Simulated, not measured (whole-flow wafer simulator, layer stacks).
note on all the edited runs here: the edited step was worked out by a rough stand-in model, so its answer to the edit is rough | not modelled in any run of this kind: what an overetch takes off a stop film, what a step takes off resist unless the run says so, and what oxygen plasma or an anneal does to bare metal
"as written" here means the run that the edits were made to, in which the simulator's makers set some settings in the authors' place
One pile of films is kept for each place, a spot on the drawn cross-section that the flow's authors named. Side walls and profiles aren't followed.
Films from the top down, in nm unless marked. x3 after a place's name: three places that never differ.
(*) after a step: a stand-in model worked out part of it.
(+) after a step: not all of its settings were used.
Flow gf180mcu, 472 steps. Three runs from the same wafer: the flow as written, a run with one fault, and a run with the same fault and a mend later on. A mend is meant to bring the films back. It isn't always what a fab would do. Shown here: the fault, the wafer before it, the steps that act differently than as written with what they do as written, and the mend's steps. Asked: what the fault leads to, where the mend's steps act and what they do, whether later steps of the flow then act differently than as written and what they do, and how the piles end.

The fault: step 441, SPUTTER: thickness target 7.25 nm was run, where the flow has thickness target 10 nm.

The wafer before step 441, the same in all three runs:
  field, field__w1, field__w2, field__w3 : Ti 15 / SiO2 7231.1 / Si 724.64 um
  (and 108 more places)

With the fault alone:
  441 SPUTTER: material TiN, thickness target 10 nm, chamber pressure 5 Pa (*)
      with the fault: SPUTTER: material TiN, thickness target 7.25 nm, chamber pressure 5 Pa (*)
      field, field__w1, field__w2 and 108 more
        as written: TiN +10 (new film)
        with the fault: TiN +7.25 (new film)
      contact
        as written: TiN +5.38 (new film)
        with the fault: TiN +3.91 (new film)
  Later steps of the flow that act differently than as written (1 more step differs only slightly, by at most 2% or 0.5 nm, whichever is larger, and isn't shown):
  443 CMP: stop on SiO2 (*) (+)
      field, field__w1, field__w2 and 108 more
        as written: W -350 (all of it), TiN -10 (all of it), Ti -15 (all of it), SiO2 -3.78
        with the fault: W -350 (all of it), TiN -7.25 (all of it), Ti -15 (all of it), SiO2 -3.76
  At the end the piles differ from the flow's by more than 2% or 0.5 nm, whichever is larger, at contact.
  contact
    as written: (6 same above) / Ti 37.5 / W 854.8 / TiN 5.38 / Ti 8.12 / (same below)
    with the fault: (6 same above) / Ti 37.5 / W 856.3 / TiN 3.91 / Ti 8.12 / (same below)

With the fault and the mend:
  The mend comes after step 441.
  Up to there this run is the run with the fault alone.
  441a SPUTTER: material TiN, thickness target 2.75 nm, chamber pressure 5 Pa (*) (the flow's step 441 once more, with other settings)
      field, field__w1, field__w2 and 108 more
        TiN +2.75
      contact
        TiN +1.48
  No later step of the flow acts differently than as written at any place that is followed.
  At the end the piles are the same as the flow's at every place that both follow.
